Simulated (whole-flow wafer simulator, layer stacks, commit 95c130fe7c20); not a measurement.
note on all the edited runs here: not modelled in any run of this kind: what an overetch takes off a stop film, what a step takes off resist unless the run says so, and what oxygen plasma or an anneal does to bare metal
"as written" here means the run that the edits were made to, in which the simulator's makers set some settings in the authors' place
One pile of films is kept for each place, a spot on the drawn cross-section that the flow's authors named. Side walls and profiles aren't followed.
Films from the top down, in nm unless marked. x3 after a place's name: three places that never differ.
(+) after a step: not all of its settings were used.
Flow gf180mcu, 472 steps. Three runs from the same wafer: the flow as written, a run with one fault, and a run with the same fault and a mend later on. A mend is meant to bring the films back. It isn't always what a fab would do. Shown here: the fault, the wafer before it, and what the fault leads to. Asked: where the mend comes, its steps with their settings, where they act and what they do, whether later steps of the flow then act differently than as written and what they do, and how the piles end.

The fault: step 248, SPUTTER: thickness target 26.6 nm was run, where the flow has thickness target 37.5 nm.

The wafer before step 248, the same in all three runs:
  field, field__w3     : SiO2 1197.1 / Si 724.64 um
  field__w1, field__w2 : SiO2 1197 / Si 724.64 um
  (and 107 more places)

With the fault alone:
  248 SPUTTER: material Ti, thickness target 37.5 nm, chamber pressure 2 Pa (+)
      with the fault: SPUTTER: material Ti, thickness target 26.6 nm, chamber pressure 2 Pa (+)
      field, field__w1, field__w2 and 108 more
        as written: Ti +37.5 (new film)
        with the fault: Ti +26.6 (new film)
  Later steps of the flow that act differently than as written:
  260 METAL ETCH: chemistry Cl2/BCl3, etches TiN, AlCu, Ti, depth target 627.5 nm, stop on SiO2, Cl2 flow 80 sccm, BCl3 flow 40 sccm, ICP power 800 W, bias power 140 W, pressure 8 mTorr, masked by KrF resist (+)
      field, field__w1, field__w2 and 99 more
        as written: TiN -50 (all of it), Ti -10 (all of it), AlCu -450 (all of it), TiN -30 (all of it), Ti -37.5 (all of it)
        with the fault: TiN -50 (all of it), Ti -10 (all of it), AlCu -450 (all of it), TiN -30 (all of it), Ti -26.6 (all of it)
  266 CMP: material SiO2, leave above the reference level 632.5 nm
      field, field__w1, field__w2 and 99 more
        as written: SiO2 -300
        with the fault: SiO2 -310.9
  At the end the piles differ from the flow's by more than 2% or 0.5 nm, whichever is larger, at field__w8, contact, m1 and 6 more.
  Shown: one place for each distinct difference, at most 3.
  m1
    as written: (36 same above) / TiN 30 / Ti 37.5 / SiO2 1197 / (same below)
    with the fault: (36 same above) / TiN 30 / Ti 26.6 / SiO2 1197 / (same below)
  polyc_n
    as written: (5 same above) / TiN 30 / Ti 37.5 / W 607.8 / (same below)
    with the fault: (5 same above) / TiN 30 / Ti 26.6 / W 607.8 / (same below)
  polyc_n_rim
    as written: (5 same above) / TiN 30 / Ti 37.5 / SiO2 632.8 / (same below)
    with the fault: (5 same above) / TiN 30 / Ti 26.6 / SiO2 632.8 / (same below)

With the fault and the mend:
  The mend comes after step 248.
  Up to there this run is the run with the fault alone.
  248a SPUTTER: material Ti, thickness target 10.9 nm, chamber pressure 2 Pa (+) (the flow's step 248 once more, with other settings)
      field, field__w1, field__w2 and 108 more
        Ti +10.9
  No later step of the flow acts differently than as written at any place that is followed.
  At the end the piles are the same as the flow's at every place that both follow.
